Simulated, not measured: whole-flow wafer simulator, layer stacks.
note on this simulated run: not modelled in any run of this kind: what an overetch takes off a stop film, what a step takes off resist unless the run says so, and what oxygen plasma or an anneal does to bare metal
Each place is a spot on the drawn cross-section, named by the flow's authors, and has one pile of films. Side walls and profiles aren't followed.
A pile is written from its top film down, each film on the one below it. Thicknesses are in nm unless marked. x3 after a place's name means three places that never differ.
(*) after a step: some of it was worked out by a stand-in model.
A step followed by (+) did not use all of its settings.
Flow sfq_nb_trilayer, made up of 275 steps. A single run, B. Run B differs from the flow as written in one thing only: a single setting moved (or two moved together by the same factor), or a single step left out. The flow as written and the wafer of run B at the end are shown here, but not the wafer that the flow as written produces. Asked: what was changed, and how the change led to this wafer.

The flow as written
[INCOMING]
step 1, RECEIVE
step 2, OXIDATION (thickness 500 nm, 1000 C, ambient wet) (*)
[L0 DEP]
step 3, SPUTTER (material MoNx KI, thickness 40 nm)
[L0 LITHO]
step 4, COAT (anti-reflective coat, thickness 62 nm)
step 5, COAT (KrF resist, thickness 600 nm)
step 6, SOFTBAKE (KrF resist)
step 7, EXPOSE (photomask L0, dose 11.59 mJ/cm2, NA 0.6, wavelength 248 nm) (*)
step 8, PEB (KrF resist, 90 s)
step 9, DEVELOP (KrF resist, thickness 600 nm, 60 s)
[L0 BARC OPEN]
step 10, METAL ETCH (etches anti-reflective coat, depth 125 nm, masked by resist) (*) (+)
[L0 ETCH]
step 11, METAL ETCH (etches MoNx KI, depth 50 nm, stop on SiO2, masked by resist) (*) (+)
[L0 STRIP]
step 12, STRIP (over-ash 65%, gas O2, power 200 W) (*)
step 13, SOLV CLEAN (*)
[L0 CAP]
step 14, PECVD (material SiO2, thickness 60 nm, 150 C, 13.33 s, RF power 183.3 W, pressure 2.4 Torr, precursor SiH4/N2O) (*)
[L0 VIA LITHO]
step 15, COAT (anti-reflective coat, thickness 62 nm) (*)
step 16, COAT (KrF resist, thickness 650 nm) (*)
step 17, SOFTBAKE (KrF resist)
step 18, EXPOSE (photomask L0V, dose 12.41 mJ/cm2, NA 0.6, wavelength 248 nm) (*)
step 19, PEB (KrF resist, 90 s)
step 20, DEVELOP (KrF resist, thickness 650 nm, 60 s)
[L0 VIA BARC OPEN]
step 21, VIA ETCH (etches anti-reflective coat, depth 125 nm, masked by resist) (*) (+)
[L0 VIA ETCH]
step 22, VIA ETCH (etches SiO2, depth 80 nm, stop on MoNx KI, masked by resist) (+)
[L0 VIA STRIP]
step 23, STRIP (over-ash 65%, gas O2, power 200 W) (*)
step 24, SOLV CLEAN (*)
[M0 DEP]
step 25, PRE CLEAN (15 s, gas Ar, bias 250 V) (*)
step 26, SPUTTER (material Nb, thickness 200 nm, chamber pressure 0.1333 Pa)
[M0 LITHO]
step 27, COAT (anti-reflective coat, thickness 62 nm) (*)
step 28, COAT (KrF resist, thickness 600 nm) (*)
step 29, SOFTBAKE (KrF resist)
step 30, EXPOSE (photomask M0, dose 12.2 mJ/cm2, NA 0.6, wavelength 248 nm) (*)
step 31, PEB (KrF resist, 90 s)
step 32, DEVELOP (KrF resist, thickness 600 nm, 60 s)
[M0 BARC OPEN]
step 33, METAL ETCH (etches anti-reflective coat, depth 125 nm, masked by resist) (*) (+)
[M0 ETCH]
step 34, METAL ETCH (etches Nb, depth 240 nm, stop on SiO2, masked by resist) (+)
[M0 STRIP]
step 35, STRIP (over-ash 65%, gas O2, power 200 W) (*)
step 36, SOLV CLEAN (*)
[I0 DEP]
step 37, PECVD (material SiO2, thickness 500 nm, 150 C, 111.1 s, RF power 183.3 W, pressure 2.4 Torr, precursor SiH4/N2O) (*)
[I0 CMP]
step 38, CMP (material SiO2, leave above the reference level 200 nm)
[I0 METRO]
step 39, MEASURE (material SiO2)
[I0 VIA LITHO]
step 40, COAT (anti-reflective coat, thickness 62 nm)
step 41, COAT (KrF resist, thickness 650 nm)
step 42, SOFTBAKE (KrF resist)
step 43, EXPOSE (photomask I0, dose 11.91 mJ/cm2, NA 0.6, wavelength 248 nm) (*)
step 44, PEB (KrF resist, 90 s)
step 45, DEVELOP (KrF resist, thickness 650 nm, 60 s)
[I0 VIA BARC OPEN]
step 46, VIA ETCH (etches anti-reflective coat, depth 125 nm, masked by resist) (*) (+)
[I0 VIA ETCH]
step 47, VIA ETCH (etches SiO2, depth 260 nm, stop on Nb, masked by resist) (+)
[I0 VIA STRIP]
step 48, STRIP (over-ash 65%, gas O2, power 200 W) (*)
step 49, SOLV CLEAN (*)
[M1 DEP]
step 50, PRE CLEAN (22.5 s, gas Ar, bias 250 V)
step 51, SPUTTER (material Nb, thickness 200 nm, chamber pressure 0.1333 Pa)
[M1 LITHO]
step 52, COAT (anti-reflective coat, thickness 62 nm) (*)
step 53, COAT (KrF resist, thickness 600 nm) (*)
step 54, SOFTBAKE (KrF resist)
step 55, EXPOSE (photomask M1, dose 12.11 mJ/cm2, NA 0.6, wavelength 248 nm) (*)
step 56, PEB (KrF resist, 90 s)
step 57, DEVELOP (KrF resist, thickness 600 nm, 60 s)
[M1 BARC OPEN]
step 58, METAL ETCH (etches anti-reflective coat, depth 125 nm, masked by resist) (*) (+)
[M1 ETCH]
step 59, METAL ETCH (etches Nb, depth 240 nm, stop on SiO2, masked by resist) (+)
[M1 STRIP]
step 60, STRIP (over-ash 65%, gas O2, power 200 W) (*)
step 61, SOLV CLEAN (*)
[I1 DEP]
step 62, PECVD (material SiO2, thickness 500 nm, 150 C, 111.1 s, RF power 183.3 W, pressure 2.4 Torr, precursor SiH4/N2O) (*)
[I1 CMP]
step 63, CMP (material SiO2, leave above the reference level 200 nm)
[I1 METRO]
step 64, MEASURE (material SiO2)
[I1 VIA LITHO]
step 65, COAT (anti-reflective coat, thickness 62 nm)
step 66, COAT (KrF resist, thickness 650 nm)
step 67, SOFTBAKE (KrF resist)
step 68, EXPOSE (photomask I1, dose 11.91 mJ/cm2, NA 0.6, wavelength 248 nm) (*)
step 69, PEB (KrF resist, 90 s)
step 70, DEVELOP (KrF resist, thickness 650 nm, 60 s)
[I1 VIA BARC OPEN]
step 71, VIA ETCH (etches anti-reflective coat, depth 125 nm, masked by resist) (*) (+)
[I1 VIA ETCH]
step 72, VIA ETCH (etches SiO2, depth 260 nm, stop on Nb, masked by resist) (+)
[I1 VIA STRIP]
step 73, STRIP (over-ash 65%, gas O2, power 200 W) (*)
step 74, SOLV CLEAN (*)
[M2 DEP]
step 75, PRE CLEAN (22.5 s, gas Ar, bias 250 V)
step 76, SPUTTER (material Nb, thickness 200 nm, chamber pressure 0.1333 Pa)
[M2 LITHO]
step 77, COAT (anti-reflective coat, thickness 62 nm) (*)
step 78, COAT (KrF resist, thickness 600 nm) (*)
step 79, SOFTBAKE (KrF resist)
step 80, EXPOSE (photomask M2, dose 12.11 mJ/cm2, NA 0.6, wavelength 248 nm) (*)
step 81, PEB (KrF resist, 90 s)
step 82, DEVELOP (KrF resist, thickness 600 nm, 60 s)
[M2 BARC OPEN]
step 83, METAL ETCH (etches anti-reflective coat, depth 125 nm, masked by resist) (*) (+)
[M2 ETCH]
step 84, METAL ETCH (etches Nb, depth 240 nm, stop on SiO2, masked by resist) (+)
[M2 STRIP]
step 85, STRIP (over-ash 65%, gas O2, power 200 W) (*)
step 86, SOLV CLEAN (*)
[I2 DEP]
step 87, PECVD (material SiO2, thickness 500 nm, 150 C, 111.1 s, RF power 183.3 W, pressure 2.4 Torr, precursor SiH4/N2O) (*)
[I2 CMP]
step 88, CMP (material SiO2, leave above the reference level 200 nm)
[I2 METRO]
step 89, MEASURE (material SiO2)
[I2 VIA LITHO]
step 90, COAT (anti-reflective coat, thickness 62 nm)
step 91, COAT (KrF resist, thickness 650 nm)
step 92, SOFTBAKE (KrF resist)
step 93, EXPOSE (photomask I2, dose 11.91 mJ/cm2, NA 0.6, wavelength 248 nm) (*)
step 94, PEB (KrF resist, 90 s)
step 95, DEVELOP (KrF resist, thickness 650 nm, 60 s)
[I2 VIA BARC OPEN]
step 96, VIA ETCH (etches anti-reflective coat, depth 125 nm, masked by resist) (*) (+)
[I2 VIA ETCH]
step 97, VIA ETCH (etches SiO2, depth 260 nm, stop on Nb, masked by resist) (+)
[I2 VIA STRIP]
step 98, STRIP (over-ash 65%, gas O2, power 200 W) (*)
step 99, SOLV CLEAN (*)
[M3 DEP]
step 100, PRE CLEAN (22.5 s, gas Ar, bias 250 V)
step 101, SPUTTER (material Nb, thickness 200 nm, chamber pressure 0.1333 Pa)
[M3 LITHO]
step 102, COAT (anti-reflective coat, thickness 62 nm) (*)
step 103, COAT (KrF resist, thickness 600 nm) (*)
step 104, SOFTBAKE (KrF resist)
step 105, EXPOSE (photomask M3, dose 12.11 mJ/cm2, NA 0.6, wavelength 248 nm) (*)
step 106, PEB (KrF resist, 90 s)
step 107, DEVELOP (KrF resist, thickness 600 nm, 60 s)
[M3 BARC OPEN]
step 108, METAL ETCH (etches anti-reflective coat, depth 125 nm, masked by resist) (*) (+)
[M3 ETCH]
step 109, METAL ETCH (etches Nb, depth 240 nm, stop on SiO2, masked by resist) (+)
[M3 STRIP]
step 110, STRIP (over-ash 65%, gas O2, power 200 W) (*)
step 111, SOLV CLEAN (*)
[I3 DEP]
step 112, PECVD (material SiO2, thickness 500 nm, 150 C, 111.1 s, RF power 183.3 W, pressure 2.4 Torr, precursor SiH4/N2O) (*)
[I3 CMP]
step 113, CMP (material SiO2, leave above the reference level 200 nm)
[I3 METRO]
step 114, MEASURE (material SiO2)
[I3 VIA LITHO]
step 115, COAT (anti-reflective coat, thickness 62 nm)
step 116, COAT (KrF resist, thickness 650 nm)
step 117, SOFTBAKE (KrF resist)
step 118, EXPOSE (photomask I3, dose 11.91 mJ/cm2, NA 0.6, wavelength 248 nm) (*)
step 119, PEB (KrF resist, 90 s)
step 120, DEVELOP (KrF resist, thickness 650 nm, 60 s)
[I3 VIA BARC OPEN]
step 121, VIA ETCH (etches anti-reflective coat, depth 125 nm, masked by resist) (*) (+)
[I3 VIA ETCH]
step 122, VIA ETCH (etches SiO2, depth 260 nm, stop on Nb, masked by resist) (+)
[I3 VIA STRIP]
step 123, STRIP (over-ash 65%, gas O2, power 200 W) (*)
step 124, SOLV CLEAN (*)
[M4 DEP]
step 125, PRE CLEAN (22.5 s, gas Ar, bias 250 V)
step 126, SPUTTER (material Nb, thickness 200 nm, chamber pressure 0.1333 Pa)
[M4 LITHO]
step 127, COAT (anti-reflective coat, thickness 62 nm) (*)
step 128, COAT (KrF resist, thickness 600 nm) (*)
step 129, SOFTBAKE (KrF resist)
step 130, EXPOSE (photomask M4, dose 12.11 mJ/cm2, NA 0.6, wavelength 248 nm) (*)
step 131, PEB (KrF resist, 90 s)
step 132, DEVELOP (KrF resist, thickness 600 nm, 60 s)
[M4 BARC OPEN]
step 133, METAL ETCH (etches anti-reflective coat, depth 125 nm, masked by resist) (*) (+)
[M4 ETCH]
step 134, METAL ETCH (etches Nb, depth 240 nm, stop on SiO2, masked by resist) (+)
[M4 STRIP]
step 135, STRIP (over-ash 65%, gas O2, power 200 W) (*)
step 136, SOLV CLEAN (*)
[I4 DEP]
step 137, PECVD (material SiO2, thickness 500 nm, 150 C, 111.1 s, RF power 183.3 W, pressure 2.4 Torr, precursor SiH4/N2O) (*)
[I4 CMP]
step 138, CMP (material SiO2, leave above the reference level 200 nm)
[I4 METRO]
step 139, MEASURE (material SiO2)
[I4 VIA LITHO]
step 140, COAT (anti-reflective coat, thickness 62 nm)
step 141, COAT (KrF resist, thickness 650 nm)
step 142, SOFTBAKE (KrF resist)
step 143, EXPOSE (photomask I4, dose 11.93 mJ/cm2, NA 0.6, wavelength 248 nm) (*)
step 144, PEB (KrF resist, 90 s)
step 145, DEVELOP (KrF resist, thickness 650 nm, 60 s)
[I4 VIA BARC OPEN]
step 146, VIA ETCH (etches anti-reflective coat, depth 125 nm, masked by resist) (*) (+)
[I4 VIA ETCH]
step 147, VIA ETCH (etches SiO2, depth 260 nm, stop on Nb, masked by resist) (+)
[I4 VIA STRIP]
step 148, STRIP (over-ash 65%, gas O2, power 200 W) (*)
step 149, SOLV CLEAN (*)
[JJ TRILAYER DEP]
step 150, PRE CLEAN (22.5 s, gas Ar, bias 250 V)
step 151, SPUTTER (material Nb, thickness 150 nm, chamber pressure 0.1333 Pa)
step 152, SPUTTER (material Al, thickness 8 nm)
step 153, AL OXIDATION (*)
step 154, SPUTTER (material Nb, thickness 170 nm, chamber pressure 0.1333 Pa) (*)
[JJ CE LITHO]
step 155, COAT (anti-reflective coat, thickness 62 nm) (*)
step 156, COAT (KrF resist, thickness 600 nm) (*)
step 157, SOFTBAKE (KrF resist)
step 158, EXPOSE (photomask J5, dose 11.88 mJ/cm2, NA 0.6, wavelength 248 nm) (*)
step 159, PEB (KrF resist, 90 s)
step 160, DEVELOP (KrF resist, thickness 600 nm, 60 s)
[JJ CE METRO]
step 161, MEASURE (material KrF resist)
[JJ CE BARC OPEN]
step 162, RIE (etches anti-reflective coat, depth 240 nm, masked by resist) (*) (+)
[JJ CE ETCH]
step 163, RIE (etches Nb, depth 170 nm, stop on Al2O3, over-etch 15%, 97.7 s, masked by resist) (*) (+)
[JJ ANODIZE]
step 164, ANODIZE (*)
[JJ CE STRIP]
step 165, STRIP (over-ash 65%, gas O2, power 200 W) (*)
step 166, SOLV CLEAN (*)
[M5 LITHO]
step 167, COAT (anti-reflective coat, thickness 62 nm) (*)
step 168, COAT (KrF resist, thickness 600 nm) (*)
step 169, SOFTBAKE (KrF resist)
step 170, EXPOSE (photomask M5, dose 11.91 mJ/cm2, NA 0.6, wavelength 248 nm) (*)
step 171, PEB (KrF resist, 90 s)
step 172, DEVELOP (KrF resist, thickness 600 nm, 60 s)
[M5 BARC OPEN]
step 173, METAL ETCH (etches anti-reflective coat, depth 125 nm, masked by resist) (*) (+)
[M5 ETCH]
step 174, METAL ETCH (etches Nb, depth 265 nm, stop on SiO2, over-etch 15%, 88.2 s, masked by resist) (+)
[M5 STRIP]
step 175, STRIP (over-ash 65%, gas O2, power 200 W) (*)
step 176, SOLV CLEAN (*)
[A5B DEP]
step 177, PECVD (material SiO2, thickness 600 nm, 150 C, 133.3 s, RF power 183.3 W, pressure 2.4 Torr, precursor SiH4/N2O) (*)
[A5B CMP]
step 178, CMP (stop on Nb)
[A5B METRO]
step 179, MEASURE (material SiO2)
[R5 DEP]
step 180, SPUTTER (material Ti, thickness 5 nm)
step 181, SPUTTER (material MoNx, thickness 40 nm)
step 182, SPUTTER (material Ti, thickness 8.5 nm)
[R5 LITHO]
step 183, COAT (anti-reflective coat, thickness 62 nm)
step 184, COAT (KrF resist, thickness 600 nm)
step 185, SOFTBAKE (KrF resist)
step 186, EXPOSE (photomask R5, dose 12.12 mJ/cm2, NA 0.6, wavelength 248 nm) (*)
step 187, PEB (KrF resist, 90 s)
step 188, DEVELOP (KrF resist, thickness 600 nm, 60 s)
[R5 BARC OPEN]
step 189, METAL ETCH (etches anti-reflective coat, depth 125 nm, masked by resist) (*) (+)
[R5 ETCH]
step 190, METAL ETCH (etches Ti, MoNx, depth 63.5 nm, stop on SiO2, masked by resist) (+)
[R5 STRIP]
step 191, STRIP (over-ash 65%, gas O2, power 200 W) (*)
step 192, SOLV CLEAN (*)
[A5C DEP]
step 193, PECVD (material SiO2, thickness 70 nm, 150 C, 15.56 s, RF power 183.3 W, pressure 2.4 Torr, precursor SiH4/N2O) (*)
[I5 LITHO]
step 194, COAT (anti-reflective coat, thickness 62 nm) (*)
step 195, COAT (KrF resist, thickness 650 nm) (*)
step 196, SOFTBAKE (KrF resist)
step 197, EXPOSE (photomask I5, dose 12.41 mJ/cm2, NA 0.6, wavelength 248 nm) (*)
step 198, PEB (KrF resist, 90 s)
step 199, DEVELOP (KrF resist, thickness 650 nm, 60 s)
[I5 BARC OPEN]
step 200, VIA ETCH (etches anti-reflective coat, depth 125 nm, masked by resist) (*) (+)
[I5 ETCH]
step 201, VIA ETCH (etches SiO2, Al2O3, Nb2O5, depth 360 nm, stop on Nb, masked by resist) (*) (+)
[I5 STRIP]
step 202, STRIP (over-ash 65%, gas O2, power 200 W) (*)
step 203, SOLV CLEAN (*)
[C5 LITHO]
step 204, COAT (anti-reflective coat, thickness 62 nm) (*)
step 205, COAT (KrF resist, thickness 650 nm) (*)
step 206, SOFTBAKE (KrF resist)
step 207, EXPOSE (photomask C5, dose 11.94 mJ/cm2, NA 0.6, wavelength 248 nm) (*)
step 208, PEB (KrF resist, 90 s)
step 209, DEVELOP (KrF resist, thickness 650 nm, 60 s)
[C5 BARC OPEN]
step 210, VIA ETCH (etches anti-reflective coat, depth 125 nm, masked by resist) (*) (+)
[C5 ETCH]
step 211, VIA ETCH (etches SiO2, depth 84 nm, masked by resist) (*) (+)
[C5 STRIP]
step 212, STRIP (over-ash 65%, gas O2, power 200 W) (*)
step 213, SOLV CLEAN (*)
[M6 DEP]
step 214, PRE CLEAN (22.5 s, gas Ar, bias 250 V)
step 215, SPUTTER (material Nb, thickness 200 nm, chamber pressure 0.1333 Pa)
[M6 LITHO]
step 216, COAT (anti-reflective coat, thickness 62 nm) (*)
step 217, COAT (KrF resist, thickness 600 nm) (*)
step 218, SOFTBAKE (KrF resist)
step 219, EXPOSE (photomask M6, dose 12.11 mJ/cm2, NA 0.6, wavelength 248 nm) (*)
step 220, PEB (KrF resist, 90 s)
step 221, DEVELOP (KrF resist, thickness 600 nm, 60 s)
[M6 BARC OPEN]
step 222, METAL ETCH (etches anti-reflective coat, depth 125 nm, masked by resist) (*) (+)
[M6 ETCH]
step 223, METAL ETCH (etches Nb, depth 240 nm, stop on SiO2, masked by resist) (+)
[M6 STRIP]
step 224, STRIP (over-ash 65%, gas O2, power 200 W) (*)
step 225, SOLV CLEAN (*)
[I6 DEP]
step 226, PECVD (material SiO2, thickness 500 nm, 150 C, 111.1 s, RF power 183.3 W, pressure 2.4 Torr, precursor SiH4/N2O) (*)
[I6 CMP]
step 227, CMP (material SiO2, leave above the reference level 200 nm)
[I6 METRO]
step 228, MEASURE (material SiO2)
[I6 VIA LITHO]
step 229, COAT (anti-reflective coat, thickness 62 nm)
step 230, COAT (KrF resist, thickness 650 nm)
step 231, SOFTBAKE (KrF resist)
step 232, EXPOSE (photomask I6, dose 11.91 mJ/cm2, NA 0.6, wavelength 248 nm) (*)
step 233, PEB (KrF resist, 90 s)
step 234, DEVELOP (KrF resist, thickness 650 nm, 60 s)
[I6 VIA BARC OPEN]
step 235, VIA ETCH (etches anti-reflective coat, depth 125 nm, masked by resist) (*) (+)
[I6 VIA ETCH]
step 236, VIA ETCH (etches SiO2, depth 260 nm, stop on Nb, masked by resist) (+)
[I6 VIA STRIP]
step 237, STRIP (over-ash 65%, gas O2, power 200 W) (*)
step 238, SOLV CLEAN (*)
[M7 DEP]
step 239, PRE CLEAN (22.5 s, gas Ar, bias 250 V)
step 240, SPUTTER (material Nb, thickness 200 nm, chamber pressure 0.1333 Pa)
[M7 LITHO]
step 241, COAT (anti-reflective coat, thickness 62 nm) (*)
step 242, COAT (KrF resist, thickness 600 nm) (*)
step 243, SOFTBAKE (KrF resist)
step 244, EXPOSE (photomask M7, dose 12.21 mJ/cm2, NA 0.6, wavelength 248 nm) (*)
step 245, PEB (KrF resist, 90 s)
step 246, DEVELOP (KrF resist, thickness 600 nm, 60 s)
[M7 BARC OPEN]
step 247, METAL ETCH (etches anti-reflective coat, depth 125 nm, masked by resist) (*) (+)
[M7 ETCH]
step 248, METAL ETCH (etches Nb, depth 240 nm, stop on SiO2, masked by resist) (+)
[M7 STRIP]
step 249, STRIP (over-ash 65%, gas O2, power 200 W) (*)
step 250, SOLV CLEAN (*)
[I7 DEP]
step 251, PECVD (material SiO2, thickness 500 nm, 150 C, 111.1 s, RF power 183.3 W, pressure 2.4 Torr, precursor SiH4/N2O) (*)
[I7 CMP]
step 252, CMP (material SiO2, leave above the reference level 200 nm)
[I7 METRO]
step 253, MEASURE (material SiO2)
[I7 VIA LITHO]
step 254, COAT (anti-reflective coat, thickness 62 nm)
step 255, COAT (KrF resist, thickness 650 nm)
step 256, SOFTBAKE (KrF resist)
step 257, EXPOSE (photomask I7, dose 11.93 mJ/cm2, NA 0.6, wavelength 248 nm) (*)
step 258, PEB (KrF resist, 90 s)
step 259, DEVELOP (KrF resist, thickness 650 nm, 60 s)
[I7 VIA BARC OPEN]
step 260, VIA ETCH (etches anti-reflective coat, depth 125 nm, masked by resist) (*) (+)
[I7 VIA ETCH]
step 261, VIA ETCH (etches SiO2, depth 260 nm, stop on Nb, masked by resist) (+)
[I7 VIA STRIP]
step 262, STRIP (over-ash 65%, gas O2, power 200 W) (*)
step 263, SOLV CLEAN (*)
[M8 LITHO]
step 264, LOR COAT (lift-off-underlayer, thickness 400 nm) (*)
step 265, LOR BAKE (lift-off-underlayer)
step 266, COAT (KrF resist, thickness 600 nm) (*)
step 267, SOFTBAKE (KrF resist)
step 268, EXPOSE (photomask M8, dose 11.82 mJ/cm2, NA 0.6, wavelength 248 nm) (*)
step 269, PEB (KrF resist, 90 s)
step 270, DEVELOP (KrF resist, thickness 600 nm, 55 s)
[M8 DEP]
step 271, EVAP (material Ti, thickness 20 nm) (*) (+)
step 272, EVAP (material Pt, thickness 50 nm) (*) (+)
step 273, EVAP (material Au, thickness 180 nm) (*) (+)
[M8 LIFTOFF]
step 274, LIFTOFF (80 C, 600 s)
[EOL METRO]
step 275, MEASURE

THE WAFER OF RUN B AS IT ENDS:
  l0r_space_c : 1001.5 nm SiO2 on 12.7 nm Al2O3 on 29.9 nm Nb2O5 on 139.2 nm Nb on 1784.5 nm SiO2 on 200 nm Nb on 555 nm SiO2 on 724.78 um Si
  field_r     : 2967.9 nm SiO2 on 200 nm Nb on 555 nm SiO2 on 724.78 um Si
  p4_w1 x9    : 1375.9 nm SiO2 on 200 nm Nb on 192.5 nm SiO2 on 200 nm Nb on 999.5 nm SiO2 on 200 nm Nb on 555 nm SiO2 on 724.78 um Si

Cause: step 51, SPUTTER: thickness 222 nm was run, though the flow has thickness 200 nm.

How this came from the change, step by step:
  step 51, SPUTTER (material Nb, thickness 200 nm, chamber pressure 0.1333 Pa)
      field_l, v_sur, via_wl and 102 more: +222 Nb (new film) (as written it would have been: +200 Nb (new film))
      via_w: +194 Nb (as written it would have been: +174.5 Nb)
  step 52, COAT (anti-reflective coat, thickness 62 nm) (*)
      via_wl: +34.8 anti-reflective coat (new film) (as written it would have been: +33.8 anti-reflective coat (new film))
  step 59, METAL ETCH (etches Nb, depth 240 nm, stop on SiO2, masked by resist) (+)
      field_l, be, be_sur and 79 more: -222 Nb (all of it) (as written it would have been: -200 Nb (all of it))
  step 60, STRIP (over-ash 65%, gas O2, power 200 W) (*)
      via_wl: -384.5 KrF resist (all of it), -34.8 anti-reflective coat (all of it) (as written it would have been: -385.5 KrF resist (all of it), -33.8 anti-reflective coat (all of it))
  step 62, PECVD (material SiO2, thickness 500 nm, 150 C, 111.1 s, RF power 183.3 W, pressure 2.4 Torr, precursor SiH4/N2O) (*)
      wl_d_sl, wl_d_sr: +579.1 SiO2 (as written it would have been: +557.1 SiO2)
  step 63, CMP (material SiO2, leave above the reference level 200 nm)
      field_l, be, be_sur and 72 more: -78 SiO2 (as written it would have been: -100 SiO2)
      lsp_m, ln_m6, lsp_r, l0_sur, l0v: -72.3 SiO2 (as written it would have been: -94.9 SiO2)
